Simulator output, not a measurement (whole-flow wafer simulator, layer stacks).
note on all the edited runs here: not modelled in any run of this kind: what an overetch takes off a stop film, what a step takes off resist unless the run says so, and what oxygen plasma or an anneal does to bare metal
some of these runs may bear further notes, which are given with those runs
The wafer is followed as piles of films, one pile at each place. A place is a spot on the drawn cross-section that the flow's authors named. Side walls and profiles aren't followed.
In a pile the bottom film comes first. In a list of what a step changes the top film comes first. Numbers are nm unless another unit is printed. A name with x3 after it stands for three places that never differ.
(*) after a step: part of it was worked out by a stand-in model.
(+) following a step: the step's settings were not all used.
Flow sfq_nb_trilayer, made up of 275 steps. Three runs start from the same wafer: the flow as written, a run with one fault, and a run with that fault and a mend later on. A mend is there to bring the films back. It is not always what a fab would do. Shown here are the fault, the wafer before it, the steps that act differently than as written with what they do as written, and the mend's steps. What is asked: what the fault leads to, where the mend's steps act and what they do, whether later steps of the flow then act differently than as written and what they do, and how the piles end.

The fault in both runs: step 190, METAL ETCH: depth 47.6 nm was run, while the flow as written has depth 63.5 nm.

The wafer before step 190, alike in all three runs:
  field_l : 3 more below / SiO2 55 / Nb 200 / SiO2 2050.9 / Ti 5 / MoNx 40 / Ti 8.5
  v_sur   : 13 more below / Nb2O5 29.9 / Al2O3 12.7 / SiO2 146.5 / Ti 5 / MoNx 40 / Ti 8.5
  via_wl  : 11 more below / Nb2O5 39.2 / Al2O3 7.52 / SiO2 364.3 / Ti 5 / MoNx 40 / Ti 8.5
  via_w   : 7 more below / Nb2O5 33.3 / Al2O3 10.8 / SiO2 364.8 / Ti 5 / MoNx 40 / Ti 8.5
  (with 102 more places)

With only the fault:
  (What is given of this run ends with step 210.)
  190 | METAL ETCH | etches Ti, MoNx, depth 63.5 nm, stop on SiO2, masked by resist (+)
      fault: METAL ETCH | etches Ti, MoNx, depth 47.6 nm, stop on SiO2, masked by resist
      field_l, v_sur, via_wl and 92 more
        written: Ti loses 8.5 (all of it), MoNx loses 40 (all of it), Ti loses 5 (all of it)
        fault: Ti loses 8.5 (all of it), MoNx loses 39.1
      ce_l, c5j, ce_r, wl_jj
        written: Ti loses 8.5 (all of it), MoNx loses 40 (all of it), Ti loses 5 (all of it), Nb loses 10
        fault: Ti loses 8.5 (all of it), MoNx loses 39.1
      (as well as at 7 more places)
  Later steps of the flow acting differently than as written (not shown: 7 more steps that differ only slightly, by at most 2% or 0.5 nm, whichever is larger):
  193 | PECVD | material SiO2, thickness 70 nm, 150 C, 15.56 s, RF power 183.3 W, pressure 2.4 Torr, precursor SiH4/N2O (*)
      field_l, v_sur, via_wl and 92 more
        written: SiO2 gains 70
        fault: SiO2 gains 70 (new film)
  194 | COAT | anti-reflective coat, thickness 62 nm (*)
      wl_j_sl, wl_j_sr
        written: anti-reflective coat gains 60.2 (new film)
        fault: anti-reflective coat gains 62 (new film)
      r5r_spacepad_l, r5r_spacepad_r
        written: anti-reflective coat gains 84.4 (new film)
        fault: anti-reflective coat gains 81.8 (new film)
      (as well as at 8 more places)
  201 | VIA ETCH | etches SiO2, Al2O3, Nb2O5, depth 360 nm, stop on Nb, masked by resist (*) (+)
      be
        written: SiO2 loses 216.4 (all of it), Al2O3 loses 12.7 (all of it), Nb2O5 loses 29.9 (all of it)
        fault: SiO2 loses 69.8 (all of it), MoNx loses 0.9 (all of it), Ti loses 5 (all of it), SiO2 loses 146.5 (all of it), Al2O3 loses 12.7 (all of it), Nb2O5 loses 29.9 (all of it)
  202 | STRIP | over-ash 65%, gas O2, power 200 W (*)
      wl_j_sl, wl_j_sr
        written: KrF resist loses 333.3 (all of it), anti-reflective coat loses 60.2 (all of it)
        fault: KrF resist loses 333.1 (all of it), anti-reflective coat loses 62 (all of it)
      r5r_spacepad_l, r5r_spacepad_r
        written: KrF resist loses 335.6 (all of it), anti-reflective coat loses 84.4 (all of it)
        fault: KrF resist loses 335.3 (all of it), anti-reflective coat loses 81.8 (all of it)
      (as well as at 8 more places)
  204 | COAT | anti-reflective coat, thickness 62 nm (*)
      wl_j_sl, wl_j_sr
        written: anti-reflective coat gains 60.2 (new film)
        fault: anti-reflective coat gains 62 (new film)
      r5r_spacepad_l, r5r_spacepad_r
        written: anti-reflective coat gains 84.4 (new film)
        fault: anti-reflective coat gains 81.8 (new film)
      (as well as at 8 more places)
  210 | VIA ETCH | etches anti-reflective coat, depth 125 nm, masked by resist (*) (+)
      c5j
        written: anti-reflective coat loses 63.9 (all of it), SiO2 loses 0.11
        fault: anti-reflective coat loses 61.3 (all of it), SiO2 loses 0.12
  Once step 210 is done, the piles at field_l, v_sur, via_wl and 99 more depart from the flow's by more than 2% or 0.5 nm, whichever is larger.
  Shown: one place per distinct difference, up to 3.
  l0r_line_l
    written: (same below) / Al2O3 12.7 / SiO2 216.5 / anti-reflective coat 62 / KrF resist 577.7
    fault: (same below) / Al2O3 12.7 / SiO2 146.5 / Ti 5 / MoNx 0.9 / SiO2 70 / anti-reflective coat 62 / KrF resist 577.3
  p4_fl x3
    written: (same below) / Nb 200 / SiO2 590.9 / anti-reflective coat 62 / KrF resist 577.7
    fault: (same below) / Nb 200 / SiO2 520.9 / Ti 5 / MoNx 0.9 / SiO2 70 / anti-reflective coat 62 / KrF resist 577.3
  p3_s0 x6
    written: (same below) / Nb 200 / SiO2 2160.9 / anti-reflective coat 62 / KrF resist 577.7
    fault: (same below) / Nb 200 / SiO2 2090.9 / Ti 5 / MoNx 0.9 / SiO2 70 / anti-reflective coat 62 / KrF resist 577.3

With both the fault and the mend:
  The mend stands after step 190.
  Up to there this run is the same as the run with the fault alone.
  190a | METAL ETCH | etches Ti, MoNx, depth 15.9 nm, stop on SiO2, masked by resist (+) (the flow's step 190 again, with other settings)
      field_l, v_sur, via_wl and 92 more
        MoNx loses 0.9 (all of it), Ti loses 5 (all of it)
      be_r, r_sur, res, r_end, r5r_line_l, r5r_line_c, r5r_line_r
        KrF resist loses 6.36
      ce_l, c5j, ce_r, wl_jj
        MoNx loses 0.9 (all of it), Ti loses 5 (all of it), Nb loses 10
  None of the later steps of the flow acts differently than as written at any place that is followed.
  At every place that both follow, the piles at the end match the flow's.
